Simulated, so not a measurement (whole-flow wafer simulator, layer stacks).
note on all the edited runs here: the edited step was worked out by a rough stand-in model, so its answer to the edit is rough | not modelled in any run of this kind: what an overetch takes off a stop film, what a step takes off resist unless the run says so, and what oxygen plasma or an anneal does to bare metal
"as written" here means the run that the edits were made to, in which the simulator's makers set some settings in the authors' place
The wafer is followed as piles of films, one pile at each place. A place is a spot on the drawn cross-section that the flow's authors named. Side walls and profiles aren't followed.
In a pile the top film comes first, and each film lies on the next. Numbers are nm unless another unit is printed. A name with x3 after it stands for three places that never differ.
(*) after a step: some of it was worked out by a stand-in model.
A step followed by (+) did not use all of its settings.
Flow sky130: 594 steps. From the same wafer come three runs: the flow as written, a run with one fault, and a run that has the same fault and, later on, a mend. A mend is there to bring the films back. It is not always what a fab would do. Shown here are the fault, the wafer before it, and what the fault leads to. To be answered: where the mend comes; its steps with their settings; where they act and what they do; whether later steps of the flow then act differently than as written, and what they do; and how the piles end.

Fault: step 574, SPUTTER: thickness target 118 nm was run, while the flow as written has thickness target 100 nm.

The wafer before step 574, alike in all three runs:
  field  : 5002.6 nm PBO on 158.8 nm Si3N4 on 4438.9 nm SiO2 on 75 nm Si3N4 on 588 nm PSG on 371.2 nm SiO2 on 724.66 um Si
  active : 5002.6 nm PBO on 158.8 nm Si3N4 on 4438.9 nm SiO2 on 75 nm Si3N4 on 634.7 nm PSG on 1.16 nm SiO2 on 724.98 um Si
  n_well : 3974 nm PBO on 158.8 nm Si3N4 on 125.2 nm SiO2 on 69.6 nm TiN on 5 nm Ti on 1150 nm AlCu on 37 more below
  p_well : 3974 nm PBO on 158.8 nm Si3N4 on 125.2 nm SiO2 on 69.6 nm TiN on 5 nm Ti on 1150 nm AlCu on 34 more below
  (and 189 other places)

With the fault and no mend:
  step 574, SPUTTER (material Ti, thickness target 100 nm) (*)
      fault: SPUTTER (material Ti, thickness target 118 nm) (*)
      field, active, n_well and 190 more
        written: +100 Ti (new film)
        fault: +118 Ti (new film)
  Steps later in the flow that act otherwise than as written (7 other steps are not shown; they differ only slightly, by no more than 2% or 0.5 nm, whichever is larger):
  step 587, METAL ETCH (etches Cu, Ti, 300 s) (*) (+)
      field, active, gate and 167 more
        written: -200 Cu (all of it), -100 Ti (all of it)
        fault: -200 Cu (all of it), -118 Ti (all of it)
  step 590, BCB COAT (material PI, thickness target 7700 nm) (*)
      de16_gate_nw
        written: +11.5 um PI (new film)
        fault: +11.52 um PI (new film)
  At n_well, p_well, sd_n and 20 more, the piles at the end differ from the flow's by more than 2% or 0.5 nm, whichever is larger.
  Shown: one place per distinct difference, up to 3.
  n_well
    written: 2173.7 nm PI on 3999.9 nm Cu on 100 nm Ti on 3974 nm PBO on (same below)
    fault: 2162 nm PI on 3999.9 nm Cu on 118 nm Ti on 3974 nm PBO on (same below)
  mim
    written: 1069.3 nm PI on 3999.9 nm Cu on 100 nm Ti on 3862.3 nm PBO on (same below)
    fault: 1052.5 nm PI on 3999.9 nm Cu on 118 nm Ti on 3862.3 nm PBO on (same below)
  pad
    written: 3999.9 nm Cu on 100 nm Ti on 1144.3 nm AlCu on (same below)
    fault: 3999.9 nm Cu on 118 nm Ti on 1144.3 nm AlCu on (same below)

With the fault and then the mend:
  The mend stands after step 574.
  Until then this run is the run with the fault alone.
  step 574a, ETCH (chemistry CF4/O2, etches Si3N4, SiO2, TiN, Ti, depth target 18 nm) (a further turn of the flow's step 554, with different settings)
      field, active, n_well and 190 more
        -18 Ti
  Later steps of the flow that are run all act as written at every place that is followed, up to a difference of at most 2% or 0.5 nm, whichever is larger.
  By the end, the piles equal the flow's at every place that both follow.
